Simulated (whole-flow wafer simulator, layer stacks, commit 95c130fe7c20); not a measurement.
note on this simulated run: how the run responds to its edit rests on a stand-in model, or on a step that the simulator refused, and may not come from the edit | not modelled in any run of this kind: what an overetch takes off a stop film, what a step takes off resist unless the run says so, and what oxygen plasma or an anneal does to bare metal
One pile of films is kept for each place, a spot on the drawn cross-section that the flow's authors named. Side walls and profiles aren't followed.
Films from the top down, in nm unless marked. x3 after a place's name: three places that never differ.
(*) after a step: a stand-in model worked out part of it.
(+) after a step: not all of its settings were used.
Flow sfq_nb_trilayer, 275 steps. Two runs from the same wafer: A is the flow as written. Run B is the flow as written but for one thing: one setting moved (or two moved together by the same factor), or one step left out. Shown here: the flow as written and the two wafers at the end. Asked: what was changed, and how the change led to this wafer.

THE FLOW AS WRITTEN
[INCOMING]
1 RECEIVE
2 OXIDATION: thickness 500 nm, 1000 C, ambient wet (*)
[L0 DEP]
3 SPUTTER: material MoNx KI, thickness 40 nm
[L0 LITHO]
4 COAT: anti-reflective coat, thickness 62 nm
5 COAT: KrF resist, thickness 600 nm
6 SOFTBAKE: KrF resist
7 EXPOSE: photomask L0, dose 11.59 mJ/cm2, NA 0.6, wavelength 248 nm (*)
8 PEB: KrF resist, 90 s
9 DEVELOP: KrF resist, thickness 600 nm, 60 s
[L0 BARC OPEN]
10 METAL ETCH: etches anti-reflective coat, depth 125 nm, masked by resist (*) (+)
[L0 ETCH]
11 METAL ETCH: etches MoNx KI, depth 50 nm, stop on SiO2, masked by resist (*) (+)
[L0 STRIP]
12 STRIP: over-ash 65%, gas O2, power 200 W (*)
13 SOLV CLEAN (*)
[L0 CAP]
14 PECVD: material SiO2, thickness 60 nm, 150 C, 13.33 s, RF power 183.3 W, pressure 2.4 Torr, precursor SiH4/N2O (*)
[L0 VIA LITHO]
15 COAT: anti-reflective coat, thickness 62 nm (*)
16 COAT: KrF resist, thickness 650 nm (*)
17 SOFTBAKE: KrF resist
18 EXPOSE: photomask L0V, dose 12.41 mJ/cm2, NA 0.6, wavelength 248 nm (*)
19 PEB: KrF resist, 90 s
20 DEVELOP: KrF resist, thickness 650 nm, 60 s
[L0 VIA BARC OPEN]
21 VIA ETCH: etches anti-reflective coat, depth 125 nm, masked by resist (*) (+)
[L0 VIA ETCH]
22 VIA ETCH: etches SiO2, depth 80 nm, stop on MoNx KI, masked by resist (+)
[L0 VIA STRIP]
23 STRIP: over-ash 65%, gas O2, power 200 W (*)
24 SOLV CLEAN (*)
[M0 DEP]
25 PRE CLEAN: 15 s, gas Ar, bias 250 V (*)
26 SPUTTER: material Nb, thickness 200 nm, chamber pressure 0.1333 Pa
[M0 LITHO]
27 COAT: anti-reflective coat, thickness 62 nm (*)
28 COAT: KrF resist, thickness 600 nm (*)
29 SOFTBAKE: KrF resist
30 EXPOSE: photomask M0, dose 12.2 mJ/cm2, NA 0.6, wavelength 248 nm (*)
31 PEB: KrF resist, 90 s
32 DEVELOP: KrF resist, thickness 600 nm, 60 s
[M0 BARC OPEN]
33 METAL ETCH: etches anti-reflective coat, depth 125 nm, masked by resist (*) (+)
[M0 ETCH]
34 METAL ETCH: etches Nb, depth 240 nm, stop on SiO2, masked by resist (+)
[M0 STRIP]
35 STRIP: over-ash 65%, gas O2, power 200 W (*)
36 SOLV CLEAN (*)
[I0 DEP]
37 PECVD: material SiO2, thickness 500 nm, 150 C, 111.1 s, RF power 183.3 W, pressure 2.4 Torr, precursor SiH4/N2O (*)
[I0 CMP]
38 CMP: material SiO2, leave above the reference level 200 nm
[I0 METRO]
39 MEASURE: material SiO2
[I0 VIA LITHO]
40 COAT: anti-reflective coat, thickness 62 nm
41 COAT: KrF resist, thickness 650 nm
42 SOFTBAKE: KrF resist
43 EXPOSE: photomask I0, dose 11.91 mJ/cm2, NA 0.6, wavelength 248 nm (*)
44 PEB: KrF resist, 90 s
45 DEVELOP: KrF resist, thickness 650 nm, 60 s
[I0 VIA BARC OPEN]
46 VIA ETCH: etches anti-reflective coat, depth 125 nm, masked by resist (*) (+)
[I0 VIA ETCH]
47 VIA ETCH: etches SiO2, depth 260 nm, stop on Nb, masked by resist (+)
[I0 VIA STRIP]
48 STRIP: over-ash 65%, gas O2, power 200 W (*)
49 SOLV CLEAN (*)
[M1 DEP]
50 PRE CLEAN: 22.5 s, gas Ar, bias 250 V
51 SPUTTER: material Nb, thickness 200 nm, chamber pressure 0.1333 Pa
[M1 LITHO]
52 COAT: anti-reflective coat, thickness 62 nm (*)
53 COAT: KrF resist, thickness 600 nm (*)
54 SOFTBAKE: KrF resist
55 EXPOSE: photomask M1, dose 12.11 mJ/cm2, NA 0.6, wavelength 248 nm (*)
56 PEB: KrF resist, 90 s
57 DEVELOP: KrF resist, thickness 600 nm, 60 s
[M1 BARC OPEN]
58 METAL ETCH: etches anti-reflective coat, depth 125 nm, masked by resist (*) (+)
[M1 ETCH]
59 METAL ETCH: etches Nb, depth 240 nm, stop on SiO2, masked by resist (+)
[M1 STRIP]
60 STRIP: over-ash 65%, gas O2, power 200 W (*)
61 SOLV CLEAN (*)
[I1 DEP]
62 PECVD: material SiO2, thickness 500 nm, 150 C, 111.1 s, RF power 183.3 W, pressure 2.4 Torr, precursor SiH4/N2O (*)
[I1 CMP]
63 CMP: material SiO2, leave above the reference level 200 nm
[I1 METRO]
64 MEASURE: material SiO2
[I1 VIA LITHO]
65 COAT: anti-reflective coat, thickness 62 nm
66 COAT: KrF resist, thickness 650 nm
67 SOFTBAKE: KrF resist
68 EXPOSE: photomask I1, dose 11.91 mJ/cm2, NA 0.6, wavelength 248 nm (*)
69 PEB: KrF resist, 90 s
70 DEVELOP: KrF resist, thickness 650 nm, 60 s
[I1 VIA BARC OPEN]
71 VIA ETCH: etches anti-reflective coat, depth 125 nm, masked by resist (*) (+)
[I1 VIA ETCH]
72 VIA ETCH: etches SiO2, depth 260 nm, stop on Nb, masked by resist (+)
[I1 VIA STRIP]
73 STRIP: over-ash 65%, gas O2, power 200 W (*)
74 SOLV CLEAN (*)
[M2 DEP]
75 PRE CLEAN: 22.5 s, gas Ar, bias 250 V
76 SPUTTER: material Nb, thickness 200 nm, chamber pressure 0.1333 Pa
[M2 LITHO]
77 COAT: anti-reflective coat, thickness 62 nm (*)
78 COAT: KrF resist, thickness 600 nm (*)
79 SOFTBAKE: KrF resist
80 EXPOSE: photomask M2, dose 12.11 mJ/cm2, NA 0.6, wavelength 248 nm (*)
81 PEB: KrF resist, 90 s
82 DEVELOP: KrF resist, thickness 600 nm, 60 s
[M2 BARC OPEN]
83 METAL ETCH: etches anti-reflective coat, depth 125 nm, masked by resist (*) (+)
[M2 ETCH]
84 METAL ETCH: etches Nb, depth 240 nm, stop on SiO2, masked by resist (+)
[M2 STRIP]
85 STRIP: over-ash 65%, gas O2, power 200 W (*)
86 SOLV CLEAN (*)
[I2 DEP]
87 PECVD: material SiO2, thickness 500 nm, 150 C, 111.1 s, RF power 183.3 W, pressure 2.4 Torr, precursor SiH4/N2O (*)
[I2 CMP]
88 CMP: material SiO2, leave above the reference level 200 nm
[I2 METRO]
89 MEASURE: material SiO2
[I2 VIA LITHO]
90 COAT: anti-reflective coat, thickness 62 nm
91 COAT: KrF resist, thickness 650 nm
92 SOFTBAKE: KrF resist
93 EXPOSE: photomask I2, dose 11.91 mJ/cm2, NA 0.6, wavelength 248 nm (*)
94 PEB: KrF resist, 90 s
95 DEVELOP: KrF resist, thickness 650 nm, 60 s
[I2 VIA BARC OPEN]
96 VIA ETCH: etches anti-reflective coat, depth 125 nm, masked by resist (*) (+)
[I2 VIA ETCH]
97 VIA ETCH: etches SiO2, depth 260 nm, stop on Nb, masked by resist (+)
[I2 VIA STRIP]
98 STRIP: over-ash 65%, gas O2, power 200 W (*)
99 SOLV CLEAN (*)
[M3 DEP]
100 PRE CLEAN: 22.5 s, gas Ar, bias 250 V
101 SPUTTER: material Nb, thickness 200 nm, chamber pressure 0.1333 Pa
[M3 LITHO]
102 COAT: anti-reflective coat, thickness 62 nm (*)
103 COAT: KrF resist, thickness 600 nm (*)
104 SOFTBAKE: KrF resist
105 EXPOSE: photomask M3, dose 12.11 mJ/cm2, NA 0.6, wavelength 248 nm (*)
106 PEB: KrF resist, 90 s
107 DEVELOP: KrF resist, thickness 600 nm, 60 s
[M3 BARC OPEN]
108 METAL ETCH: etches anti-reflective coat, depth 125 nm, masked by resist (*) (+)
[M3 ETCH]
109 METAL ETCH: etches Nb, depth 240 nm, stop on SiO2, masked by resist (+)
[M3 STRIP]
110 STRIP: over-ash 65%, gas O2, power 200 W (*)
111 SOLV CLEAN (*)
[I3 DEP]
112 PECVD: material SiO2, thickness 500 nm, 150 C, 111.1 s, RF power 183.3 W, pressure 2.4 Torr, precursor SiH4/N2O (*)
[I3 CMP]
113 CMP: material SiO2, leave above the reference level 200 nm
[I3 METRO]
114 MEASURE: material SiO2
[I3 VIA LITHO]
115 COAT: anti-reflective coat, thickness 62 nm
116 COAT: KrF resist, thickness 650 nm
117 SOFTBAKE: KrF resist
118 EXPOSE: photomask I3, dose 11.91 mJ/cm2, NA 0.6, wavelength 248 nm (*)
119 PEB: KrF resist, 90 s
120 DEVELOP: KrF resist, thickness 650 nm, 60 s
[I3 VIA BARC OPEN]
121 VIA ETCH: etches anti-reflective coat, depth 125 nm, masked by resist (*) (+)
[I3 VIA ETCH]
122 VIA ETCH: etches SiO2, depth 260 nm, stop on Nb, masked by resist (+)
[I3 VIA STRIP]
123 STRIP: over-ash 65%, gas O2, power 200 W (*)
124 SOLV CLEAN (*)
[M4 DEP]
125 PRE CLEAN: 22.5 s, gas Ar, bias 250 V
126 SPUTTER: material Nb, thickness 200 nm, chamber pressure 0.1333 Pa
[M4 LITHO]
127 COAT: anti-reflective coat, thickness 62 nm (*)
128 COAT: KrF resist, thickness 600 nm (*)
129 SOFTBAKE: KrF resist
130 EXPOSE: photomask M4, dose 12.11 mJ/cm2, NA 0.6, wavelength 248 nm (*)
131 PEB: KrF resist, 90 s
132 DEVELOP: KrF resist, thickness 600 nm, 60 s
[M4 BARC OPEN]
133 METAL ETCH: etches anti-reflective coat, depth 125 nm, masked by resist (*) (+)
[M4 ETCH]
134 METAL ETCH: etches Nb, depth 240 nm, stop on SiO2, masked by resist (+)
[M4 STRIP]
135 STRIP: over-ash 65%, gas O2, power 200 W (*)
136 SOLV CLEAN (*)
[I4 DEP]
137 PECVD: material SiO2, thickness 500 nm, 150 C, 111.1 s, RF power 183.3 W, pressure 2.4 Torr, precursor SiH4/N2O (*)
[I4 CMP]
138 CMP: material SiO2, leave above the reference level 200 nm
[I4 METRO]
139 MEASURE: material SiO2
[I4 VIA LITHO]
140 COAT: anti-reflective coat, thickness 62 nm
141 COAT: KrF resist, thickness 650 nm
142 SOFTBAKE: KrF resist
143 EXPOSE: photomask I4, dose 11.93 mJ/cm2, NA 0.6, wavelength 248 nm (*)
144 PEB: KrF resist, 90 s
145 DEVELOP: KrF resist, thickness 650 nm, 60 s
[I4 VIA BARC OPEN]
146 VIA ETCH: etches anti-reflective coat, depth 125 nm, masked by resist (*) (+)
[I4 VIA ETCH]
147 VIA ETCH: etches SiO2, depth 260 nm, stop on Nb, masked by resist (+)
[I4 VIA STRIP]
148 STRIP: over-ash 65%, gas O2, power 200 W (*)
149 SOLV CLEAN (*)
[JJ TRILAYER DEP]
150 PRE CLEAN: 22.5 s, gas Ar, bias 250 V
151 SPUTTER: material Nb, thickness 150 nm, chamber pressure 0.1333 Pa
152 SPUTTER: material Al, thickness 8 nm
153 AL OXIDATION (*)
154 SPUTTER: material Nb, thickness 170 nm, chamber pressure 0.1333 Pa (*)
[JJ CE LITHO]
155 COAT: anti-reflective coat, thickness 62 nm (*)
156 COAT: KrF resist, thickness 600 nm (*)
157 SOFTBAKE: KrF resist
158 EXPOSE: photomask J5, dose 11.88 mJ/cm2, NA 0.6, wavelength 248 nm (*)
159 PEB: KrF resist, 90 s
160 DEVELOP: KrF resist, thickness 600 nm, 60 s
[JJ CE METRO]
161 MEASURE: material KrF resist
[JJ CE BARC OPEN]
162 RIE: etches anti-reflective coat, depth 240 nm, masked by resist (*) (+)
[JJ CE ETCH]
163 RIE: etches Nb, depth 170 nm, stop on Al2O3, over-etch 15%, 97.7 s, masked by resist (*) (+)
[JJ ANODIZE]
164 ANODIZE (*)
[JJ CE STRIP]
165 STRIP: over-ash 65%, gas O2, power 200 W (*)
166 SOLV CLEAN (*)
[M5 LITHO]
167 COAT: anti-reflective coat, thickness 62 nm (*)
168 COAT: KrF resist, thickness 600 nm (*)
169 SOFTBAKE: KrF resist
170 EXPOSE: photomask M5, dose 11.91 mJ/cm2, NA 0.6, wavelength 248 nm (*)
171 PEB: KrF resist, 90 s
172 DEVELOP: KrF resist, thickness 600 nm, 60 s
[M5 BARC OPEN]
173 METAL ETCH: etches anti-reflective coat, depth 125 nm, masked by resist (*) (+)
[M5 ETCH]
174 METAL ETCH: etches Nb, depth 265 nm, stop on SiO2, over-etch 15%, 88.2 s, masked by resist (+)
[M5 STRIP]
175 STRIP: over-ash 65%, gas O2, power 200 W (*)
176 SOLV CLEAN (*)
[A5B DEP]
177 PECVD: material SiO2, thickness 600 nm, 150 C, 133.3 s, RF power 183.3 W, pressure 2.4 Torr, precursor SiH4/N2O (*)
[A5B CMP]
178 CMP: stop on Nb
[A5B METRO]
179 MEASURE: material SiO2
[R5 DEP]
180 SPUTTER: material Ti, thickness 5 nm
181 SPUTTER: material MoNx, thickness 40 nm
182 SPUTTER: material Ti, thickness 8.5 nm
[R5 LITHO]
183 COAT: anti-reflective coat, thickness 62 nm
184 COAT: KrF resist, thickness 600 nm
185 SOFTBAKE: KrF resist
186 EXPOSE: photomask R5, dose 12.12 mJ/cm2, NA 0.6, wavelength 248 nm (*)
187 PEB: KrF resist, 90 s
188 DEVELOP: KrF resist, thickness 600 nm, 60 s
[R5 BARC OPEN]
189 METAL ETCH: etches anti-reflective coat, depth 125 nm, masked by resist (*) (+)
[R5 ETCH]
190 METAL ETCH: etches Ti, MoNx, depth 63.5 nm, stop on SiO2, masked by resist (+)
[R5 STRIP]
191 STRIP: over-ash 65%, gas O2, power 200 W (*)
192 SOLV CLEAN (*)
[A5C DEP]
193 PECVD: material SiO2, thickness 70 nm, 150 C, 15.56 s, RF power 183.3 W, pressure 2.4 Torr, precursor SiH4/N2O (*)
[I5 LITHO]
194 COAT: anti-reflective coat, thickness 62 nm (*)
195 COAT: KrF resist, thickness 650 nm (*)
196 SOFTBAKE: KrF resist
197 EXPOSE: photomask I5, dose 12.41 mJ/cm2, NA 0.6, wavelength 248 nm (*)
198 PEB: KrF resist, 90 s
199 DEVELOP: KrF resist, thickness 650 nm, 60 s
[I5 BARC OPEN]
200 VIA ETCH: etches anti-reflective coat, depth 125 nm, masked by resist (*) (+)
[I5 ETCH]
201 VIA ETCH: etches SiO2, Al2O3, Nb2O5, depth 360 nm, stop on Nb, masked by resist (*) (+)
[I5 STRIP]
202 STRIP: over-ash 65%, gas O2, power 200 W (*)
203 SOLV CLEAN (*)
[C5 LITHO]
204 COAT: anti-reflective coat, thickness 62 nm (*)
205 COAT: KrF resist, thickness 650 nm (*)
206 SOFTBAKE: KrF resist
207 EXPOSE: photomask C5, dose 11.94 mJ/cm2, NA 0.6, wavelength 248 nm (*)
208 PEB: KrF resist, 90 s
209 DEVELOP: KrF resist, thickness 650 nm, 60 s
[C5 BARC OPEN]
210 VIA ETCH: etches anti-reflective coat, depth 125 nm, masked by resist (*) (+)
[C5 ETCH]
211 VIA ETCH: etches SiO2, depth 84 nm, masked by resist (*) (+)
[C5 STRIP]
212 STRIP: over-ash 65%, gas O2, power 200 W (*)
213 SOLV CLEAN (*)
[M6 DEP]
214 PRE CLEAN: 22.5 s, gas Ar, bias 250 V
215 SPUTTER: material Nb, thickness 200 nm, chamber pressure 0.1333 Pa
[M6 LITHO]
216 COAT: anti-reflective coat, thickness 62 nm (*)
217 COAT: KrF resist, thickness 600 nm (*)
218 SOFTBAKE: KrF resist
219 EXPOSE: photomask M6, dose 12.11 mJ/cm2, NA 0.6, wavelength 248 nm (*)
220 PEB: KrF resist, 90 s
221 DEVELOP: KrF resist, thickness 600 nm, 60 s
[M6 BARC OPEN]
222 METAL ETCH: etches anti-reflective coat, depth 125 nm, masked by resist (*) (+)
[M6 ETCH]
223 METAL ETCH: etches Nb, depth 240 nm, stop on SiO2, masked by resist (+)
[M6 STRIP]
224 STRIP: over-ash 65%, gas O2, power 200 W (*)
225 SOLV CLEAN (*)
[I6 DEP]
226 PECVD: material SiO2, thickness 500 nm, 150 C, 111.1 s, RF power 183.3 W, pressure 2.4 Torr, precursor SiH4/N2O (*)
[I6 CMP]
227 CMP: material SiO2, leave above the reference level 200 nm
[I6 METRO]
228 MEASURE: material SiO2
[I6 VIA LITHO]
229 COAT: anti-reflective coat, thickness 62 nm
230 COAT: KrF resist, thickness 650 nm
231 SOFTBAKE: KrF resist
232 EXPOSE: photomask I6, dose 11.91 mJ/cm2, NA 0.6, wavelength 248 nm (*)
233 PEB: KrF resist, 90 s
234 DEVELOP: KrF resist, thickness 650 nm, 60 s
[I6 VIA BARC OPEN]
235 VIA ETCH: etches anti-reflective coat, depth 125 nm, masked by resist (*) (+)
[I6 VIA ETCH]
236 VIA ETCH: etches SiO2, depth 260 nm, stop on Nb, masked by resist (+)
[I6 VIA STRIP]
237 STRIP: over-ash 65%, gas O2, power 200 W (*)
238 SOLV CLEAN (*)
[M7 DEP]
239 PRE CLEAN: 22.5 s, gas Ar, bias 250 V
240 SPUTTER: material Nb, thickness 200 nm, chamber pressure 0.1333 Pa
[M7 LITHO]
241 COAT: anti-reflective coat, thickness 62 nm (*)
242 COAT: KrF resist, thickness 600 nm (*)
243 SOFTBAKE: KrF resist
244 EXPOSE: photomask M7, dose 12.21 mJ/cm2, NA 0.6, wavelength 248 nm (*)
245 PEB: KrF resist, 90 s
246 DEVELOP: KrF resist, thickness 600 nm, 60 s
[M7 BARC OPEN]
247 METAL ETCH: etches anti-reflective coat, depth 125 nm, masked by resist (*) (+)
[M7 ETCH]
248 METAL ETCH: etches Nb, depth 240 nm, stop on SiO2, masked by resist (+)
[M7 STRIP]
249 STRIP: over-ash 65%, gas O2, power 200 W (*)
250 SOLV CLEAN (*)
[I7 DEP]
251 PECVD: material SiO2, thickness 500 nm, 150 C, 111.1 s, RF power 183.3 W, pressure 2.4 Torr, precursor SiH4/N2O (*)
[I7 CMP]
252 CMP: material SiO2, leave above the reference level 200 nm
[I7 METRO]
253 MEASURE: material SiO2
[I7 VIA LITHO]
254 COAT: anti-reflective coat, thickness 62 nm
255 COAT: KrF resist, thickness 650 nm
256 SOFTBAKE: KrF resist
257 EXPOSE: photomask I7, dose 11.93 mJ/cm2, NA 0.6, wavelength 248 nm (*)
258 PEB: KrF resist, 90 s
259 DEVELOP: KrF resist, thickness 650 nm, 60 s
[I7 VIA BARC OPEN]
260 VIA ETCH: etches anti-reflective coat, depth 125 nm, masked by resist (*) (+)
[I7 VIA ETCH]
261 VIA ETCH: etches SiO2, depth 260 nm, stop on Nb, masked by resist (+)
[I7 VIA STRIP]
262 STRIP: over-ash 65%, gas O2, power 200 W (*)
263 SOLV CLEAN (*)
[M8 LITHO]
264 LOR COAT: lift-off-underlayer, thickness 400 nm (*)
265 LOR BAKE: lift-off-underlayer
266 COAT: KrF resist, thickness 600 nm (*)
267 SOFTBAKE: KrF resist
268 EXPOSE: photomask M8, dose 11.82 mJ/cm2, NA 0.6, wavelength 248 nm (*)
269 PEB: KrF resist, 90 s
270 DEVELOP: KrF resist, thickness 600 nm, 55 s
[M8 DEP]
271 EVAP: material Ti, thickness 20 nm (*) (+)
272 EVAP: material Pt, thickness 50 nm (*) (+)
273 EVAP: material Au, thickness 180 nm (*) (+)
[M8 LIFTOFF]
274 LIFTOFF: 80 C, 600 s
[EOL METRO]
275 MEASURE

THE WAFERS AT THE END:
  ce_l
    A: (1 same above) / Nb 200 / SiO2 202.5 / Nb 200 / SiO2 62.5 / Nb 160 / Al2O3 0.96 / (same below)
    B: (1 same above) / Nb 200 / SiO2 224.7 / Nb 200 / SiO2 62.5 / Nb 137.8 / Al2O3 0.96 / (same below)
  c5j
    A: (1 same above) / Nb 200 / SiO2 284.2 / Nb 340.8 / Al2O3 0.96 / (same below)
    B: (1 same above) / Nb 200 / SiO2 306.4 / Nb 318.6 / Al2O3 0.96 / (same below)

The cause: step 190, METAL ETCH: depth 85.7 nm was run, where the flow has depth 63.5 nm.

How the change led to this, step by step:
  190 METAL ETCH: etches Ti, MoNx, depth 63.5 nm, stop on SiO2, masked by resist (+)
      be_r, r_sur, res, r_end, r5r_line_l, r5r_line_c, r5r_line_r: A KrF resist -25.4 | B KrF resist -34.3
      ce_l, c5j, ce_r, wl_jj: A Ti -8.5 (all of it), MoNx -40 (all of it), Ti -5 (all of it), Nb -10 | B Ti -8.5 (all of it), MoNx -40 (all of it), Ti -5 (all of it), Nb -32.2
  194 COAT: anti-reflective coat, thickness 62 nm (*)
      wl_j_sl, wl_j_sr: A anti-reflective coat +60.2 (new film) | B anti-reflective coat +56.7 (new film)
      jj_sur: A anti-reflective coat +60.8 (new film) | B anti-reflective coat +57.3 (new film)
      (and at 5 more places)
  202 STRIP: over-ash 65%, gas O2, power 200 W (*)
      wl_j_sl, wl_j_sr: A KrF resist -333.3 (all of it), anti-reflective coat -60.2 (all of it) | B KrF resist -333.3 (all of it), anti-reflective coat -56.7 (all of it)
      jj_sur: A KrF resist -337.2 (all of it), anti-reflective coat -60.8 (all of it) | B KrF resist -337.4 (all of it), anti-reflective coat -57.3 (all of it)
      (and at 5 more places)
  204 COAT: anti-reflective coat, thickness 62 nm (*)
      wl_j_sl, wl_j_sr: A anti-reflective coat +60.2 (new film) | B anti-reflective coat +56.7 (new film)
      jj_sur: A anti-reflective coat +59.5 (new film) | B anti-reflective coat +55.9 (new film)
      (and at 5 more places)
  210 VIA ETCH: etches anti-reflective coat, depth 125 nm, masked by resist (*) (+)
      c5j: A anti-reflective coat -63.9 (all of it), SiO2 -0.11 | B anti-reflective coat -70 (all of it), SiO2 -0.08
  212 STRIP: over-ash 65%, gas O2, power 200 W (*)
      wl_j_sl, wl_j_sr: A KrF resist -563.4 (all of it), anti-reflective coat -60.2 (all of it) | B KrF resist -563.4 (all of it), anti-reflective coat -56.7 (all of it)
      jj_sur: A KrF resist -562 (all of it), anti-reflective coat -59.5 (all of it) | B KrF resist -562.2 (all of it), anti-reflective coat -55.9 (all of it)
      (and at 4 more places)
  216 COAT: anti-reflective coat, thickness 62 nm (*)
      wl_j_sl, wl_j_sr: A anti-reflective coat +60.2 (new film) | B anti-reflective coat +56.8 (new film)
      jj_sur: A anti-reflective coat +56.1 (new film) | B anti-reflective coat +52.5 (new film)
      (and at 5 more places)
  224 STRIP: over-ash 65%, gas O2, power 200 W (*)
      wl_j_sl, wl_j_sr: A KrF resist -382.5 (all of it), anti-reflective coat -60.2 (all of it) | B KrF resist -382.3 (all of it), anti-reflective coat -56.8 (all of it)
      jj_sur: A KrF resist -378.5 (all of it), anti-reflective coat -56.1 (all of it) | B KrF resist -378.4 (all of it), anti-reflective coat -52.5 (all of it)
      (and at 5 more places)
  227 CMP: material SiO2, leave above the reference level 200 nm
      ce_l, ce_r, wl_jj: A SiO2 -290 | B SiO2 -267.8
      c5j: A SiO2 -223 | B SiO2 -200.8
